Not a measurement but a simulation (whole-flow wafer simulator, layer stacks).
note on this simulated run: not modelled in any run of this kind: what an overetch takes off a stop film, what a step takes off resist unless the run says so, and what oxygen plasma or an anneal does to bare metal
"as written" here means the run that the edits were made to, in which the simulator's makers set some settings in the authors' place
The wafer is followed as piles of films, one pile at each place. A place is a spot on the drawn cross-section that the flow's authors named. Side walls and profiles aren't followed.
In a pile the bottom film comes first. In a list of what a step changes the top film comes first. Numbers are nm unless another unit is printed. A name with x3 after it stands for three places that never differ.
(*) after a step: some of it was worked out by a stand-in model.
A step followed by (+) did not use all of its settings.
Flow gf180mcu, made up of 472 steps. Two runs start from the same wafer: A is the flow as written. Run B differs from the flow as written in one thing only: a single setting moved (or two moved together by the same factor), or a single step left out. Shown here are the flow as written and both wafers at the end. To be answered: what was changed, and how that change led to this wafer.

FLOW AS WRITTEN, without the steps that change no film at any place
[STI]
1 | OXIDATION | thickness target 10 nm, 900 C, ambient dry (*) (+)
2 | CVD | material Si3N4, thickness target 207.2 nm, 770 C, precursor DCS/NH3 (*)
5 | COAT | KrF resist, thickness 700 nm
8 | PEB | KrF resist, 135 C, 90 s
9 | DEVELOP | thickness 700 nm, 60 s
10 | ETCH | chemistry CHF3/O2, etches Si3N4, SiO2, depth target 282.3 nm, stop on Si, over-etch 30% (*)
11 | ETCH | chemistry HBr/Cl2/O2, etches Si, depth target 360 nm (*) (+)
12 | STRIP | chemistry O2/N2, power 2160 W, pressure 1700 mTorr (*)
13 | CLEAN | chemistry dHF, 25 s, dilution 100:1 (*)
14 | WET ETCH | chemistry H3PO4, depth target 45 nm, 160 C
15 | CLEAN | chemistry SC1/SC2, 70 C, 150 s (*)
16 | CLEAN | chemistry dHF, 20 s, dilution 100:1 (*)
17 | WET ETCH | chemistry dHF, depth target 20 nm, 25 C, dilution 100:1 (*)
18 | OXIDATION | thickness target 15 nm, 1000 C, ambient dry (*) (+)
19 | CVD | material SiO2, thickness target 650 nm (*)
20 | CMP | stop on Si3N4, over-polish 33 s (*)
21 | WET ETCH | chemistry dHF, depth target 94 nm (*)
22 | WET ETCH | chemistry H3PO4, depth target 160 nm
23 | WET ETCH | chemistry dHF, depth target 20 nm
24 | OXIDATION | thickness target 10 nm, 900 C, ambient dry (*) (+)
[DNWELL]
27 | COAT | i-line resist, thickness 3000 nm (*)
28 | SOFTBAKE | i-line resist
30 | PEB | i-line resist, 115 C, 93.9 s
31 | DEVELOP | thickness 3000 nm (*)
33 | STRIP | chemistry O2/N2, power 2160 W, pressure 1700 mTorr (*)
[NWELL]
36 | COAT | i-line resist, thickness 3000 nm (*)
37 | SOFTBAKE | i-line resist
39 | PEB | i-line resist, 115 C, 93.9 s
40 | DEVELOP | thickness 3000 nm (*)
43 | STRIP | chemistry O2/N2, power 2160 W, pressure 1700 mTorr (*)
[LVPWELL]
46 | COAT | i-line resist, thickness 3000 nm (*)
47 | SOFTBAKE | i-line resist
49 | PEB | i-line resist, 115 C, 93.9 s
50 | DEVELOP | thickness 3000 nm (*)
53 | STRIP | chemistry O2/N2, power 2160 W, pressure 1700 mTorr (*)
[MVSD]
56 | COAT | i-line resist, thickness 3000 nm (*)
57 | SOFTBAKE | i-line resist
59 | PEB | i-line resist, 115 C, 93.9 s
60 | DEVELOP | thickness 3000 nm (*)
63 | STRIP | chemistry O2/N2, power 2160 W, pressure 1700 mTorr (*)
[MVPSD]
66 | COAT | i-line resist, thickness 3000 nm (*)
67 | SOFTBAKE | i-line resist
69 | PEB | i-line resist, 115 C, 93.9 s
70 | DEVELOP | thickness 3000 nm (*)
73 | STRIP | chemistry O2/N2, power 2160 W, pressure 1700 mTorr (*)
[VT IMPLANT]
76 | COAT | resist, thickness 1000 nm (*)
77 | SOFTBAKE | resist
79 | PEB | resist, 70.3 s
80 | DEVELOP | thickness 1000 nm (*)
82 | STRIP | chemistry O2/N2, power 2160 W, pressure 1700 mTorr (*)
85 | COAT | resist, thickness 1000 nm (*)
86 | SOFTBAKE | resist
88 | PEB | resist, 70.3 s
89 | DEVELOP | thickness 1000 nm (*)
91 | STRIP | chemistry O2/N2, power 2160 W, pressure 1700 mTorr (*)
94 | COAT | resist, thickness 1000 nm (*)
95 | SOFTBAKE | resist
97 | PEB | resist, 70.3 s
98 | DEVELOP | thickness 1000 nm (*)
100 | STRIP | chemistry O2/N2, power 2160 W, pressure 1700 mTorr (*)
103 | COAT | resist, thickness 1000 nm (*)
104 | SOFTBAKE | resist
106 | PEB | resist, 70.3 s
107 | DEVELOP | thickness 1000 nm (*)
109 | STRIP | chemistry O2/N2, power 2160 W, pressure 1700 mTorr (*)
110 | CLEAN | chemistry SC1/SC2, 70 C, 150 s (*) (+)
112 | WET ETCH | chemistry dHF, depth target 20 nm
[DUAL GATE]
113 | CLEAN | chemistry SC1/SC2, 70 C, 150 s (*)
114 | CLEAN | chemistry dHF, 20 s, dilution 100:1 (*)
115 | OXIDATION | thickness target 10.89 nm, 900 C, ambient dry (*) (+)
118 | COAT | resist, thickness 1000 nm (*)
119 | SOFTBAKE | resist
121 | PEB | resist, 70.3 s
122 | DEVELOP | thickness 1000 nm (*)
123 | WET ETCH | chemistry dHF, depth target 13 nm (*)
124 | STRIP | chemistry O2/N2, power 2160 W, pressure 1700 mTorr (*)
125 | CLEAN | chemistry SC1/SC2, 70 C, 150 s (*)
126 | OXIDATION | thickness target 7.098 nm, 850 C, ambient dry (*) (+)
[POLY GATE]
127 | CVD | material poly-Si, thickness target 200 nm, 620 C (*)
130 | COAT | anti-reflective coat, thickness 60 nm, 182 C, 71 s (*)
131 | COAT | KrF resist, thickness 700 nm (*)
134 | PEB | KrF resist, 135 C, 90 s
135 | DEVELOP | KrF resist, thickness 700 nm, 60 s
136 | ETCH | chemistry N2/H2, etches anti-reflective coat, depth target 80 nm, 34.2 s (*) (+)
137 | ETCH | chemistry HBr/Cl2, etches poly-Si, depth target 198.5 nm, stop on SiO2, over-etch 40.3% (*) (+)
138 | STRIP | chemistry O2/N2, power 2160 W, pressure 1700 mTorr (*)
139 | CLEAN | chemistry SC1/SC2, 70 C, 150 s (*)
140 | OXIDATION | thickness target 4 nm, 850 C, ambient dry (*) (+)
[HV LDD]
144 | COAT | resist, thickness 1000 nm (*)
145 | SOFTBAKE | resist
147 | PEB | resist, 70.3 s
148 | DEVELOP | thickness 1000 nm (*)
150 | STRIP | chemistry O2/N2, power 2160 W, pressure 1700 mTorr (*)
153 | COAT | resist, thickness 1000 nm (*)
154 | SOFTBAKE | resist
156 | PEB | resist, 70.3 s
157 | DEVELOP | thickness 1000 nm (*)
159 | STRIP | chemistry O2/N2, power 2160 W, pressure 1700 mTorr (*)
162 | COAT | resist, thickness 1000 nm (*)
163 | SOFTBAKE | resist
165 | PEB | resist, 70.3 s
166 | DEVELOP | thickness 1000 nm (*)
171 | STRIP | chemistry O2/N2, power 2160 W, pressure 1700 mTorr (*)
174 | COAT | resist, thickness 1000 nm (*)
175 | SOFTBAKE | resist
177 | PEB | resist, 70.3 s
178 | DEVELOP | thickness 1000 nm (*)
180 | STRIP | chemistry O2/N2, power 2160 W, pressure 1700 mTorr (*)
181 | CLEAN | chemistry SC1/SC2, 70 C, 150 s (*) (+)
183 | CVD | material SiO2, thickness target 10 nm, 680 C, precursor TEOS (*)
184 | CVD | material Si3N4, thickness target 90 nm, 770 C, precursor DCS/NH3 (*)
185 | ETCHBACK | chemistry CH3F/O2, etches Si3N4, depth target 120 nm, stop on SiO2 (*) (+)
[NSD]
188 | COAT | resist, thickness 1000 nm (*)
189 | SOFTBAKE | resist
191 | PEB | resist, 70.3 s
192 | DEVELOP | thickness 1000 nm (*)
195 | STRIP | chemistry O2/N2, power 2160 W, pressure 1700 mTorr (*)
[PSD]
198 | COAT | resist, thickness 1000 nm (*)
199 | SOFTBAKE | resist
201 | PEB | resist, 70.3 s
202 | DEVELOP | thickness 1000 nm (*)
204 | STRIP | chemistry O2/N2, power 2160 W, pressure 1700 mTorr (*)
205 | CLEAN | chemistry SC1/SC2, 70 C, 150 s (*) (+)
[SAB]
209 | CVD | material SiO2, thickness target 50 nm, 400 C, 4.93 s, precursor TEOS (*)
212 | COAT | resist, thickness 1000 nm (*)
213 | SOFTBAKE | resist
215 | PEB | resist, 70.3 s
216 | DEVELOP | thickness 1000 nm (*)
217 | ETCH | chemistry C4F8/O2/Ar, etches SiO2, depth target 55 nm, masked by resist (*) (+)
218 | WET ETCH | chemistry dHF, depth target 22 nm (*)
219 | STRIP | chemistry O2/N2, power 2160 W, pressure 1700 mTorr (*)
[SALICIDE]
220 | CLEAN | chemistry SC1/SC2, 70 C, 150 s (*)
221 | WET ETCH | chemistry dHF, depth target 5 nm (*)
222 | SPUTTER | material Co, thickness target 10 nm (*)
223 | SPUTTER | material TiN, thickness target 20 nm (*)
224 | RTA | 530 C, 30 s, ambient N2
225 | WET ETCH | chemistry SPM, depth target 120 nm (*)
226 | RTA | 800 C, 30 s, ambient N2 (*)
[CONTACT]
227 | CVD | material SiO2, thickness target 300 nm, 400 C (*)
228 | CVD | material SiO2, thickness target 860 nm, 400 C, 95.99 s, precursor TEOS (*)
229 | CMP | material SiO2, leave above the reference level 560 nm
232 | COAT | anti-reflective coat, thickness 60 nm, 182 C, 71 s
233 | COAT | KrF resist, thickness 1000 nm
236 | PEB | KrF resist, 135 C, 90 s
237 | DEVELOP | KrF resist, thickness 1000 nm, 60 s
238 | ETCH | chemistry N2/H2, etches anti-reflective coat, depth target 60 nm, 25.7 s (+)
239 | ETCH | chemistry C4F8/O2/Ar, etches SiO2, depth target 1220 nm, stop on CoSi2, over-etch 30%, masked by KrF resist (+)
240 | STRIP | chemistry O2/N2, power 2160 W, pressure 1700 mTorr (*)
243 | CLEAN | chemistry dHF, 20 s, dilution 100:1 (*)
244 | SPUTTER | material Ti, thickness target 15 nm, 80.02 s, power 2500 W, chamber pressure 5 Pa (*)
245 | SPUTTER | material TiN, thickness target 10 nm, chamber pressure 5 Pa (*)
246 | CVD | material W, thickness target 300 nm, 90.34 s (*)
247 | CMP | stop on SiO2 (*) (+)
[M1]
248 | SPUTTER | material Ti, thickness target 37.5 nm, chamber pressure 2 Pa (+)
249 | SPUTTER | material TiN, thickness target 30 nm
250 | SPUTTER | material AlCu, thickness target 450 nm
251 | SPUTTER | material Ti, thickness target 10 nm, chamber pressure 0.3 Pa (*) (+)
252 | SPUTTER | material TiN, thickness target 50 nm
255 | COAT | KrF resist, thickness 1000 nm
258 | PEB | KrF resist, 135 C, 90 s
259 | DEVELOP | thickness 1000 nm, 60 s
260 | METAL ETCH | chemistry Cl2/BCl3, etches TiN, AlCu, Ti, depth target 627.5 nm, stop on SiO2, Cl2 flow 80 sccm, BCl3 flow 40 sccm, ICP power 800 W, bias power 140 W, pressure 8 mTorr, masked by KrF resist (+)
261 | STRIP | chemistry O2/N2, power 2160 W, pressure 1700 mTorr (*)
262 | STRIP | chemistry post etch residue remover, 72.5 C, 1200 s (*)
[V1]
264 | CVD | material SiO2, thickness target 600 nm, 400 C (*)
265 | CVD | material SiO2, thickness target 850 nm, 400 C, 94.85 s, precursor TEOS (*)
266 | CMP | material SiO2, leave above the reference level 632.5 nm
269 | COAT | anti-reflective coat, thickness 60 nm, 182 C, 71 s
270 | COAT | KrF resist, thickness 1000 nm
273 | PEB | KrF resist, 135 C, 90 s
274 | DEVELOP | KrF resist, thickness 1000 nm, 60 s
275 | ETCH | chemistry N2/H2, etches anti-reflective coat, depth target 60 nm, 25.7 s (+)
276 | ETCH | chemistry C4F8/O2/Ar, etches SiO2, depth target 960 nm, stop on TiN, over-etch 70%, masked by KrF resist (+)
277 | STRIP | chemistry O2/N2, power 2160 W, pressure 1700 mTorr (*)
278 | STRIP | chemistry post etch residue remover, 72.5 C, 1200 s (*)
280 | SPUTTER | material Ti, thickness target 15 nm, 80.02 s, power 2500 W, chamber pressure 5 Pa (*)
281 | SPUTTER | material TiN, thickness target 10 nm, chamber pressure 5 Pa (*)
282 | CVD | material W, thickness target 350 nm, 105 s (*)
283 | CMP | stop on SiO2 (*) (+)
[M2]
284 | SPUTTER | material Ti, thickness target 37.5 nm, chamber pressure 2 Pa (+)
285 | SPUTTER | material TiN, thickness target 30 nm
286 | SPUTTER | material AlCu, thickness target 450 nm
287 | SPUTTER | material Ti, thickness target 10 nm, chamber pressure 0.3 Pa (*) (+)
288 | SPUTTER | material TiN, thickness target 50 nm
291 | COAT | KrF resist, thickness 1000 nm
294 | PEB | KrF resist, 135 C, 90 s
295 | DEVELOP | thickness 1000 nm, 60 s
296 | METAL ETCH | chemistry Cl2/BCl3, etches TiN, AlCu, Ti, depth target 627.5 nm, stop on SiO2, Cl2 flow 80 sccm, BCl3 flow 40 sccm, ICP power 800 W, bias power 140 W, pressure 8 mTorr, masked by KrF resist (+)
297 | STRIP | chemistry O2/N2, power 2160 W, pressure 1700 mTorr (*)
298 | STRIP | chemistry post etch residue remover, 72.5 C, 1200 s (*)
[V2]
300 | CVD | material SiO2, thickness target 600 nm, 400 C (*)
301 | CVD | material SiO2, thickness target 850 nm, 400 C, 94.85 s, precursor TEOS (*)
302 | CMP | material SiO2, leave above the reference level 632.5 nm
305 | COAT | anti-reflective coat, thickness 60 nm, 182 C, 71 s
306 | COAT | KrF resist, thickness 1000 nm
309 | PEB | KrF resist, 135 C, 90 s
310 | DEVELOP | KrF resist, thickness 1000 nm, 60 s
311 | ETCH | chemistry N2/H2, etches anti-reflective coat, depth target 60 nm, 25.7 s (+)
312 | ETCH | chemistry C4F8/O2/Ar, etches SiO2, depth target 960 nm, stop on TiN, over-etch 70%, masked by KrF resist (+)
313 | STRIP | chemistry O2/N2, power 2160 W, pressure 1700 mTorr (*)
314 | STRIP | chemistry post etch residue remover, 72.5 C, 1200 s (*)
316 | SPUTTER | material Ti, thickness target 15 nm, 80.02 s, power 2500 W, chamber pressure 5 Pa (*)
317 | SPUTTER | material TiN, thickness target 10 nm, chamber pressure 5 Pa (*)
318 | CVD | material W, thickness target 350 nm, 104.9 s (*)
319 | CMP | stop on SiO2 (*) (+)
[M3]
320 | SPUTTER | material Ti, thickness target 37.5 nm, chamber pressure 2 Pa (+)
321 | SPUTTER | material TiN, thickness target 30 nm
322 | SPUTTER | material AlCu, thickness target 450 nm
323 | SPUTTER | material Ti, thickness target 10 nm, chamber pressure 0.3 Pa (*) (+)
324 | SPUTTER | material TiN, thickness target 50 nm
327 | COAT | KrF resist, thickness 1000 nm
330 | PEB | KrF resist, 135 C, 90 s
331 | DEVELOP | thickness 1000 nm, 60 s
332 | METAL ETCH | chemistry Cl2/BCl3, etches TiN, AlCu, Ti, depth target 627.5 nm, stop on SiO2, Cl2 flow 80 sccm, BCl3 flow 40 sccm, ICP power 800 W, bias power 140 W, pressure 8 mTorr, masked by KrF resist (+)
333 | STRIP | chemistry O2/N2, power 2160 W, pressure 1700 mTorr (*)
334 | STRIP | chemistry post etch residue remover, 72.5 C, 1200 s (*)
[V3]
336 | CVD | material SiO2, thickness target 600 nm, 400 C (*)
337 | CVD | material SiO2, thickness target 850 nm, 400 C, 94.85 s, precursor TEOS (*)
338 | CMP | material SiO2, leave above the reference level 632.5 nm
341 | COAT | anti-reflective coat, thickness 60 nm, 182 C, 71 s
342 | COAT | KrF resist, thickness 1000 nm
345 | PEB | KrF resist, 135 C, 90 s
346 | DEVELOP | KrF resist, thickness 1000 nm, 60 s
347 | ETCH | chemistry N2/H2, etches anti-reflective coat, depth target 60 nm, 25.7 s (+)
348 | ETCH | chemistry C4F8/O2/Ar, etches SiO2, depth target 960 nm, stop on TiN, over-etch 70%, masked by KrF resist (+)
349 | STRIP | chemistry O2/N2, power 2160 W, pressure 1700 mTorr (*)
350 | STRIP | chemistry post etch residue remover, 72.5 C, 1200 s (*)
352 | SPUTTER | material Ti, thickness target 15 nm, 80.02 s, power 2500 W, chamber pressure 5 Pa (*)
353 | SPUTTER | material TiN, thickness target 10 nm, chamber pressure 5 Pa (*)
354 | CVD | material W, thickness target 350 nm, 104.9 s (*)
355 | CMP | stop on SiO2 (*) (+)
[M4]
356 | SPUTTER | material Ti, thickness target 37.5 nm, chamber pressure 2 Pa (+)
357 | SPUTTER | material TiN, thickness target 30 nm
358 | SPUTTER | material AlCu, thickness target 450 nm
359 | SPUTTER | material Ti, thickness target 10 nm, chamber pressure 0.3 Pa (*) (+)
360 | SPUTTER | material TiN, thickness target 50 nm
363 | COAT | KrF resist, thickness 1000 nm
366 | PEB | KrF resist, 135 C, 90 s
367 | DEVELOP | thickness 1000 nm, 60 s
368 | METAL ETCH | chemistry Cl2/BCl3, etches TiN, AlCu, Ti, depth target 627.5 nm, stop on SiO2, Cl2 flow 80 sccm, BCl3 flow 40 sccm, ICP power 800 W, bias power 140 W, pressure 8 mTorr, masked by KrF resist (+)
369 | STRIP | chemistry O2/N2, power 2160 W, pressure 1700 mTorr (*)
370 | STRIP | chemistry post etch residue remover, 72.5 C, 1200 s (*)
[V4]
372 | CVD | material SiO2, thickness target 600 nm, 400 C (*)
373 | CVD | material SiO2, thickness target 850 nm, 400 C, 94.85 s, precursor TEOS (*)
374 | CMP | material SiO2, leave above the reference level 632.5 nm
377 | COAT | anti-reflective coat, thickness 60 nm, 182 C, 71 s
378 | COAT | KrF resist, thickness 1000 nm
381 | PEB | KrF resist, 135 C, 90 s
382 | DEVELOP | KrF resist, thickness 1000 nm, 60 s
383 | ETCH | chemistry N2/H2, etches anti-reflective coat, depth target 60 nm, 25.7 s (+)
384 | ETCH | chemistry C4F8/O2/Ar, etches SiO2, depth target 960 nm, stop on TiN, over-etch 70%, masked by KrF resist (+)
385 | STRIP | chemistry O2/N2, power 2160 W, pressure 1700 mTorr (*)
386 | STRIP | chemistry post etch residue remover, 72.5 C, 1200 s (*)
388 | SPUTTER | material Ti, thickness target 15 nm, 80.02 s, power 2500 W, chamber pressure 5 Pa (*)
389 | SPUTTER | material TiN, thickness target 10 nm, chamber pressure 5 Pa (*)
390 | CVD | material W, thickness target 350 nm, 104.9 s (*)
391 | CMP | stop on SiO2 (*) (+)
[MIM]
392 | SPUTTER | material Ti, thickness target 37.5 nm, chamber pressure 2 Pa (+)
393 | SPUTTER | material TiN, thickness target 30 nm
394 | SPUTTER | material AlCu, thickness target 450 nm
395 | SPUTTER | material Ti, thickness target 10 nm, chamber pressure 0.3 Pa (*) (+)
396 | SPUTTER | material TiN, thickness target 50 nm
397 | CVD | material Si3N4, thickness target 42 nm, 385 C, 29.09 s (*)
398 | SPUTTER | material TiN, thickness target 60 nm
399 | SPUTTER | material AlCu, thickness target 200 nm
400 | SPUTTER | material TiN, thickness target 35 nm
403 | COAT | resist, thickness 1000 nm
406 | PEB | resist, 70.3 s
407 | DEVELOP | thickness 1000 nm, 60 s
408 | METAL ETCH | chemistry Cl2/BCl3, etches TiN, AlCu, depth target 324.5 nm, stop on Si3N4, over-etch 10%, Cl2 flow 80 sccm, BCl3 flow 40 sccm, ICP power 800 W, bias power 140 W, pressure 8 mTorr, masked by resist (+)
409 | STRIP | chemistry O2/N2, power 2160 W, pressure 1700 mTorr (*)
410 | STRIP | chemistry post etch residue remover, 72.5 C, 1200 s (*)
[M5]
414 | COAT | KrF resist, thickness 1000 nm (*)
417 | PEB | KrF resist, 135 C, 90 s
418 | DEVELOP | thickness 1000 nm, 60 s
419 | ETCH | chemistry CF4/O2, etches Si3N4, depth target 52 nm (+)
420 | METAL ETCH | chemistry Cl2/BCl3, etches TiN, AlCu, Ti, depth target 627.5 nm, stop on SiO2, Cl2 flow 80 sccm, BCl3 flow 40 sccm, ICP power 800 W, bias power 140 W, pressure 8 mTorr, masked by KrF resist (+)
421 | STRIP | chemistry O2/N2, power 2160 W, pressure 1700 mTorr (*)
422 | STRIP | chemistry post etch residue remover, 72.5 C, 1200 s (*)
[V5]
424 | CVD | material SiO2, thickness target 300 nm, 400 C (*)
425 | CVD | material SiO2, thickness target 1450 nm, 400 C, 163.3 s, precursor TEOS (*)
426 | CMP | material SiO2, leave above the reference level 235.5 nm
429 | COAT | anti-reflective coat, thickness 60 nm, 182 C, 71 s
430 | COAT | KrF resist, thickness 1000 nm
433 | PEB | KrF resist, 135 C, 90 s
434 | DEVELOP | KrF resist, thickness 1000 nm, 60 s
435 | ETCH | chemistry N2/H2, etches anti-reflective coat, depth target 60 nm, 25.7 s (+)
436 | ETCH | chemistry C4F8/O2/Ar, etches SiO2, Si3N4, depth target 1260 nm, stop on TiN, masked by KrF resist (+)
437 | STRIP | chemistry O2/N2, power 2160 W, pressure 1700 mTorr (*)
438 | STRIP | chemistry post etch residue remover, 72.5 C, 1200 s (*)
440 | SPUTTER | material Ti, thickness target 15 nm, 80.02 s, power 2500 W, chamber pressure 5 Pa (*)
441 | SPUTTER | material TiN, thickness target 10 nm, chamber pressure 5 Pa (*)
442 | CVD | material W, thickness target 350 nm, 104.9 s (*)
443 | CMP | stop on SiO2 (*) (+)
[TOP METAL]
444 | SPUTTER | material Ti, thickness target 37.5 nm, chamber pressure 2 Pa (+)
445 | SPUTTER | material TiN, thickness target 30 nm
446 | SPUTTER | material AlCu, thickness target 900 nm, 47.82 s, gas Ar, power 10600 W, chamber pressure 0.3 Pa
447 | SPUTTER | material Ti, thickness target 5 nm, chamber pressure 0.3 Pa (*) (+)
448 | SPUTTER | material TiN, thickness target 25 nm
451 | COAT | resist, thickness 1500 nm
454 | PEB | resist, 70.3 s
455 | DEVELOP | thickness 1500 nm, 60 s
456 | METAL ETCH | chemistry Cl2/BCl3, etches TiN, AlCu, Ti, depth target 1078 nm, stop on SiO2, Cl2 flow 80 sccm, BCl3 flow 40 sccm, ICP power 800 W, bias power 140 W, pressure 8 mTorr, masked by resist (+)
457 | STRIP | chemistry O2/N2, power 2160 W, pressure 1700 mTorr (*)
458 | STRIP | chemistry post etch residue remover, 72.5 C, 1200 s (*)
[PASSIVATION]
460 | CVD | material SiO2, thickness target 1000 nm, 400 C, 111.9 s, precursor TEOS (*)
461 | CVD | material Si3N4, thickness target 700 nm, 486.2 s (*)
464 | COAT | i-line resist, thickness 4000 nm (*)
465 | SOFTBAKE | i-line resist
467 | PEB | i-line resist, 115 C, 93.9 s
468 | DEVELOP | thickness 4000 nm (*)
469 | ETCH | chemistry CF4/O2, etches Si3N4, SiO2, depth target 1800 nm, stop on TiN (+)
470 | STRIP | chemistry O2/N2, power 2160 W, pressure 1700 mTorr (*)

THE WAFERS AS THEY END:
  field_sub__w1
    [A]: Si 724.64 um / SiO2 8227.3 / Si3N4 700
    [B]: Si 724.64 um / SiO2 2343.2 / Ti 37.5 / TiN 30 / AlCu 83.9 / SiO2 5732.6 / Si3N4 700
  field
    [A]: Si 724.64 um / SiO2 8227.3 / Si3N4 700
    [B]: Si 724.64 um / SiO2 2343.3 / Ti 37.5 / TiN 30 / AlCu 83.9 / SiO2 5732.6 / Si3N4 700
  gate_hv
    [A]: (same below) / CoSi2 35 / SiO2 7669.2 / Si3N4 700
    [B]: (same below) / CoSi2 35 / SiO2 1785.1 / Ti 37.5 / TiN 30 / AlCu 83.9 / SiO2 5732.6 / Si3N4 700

What caused this: step 296, METAL ETCH: depth target 420.4 nm was run, while the flow as written has depth target 627.5 nm.

How this came from the change, step by step:
  296 | METAL ETCH | chemistry Cl2/BCl3, etches TiN, AlCu, Ti, depth target 627.5 nm, stop on SiO2, Cl2 flow 80 sccm, BCl3 flow 40 sccm, ICP power 800 W, bias power 140 W, pressure 8 mTorr, masked by KrF resist (+)
      field, field__w1, field__w2 and 103 more: A TiN loses 50 (all of it), Ti loses 10 (all of it), AlCu loses 450 (all of it), TiN loses 30 (all of it), Ti loses 37.5 (all of it) | B TiN loses 50 (all of it), Ti loses 10 (all of it), AlCu loses 360.4
      field__w8, contact, m1, m1__w1, m1_nw: A KrF resist loses 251 | B KrF resist loses 168.2
  297 | STRIP | chemistry O2/N2, power 2160 W, pressure 1700 mTorr (*)
      field__w8, contact, m1, m1__w1, m1_nw: A KrF resist loses 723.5 (all of it) | B KrF resist loses 806.4 (all of it)
  298 | STRIP | chemistry post etch residue remover, 72.5 C, 1200 s (*)
      field, field__w1, field__w2 and 103 more: A nothing | B AlCu loses 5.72
  300 | CVD | material SiO2, thickness target 600 nm, 400 C (*)
      field, field__w1, field__w2 and 103 more: A SiO2 gains 600 | B SiO2 gains 600 (new film)
  302 | CMP | material SiO2, leave above the reference level 632.5 nm
      field, field__w1, field__w2 and 103 more: A SiO2 loses 300 | B SiO2 loses 451.4
With metal films that touch counted as one body, field_sub__w1 has 1 body; the flow as written gives 0 bodies.
With metal films that touch counted as one body, field has 1 body; the flow as written gives 0 bodies.
With metal films that touch counted as one body, gate_hv has 2 bodies (between them, from the top down: SiO2 1785.1); the flow as written gives 1 body.
